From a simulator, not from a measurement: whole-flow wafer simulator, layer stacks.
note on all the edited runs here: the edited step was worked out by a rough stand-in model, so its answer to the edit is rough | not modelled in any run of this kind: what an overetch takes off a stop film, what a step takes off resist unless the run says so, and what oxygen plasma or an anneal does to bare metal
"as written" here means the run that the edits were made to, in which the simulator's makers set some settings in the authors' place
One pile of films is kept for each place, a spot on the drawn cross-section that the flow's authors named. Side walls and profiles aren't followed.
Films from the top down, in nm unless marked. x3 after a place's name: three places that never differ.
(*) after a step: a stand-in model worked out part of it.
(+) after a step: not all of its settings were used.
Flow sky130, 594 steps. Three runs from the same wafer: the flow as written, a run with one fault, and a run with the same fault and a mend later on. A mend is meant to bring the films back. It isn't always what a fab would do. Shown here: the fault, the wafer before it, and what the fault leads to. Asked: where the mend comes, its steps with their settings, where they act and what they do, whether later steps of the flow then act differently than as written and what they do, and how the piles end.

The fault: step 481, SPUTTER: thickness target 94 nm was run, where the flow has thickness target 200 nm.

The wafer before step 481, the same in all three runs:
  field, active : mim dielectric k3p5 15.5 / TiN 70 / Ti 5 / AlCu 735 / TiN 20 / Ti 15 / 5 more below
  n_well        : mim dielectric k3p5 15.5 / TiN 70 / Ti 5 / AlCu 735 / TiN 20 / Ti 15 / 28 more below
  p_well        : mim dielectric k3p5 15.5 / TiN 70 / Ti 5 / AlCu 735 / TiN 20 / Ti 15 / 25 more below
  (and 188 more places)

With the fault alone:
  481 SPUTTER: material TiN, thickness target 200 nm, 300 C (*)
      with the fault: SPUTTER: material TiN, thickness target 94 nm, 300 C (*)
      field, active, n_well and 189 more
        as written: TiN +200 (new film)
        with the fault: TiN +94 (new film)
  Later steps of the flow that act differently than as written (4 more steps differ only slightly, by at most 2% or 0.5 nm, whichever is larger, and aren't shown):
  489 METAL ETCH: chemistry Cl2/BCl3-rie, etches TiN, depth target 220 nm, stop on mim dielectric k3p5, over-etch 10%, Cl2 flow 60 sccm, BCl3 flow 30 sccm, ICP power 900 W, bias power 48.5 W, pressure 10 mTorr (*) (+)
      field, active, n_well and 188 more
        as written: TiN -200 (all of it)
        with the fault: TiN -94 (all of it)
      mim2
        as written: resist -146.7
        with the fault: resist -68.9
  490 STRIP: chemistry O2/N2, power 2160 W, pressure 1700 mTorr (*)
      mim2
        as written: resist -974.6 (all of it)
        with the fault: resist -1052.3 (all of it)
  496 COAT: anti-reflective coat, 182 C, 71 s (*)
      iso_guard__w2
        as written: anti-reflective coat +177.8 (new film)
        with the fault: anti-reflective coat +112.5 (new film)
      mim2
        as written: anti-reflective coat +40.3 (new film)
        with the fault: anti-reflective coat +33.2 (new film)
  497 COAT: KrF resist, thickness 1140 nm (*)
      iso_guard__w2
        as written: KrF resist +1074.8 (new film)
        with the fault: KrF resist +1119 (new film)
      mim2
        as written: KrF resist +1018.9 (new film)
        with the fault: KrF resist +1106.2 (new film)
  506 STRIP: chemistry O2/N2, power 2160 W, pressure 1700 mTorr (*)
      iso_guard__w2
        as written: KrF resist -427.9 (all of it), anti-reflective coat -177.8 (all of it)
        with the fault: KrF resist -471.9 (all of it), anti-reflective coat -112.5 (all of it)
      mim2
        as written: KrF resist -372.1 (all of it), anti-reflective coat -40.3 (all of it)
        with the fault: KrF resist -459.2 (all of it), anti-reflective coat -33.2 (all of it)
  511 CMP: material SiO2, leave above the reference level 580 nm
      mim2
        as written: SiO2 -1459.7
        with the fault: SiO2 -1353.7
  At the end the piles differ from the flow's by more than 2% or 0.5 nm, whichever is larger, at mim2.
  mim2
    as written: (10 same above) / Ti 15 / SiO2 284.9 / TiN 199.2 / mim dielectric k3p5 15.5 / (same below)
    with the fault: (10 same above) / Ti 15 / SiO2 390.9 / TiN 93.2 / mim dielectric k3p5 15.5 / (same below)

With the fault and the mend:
  The mend comes after step 481.
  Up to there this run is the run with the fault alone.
  481a SPUTTER: material TiN, thickness target 106 nm, 300 C (*) (the flow's step 481 once more, with other settings)
      field, active, n_well and 189 more
        TiN +106
  No later step of the flow acts differently than as written at any place that is followed.
  At the end the piles are the same as the flow's at every place that both follow.
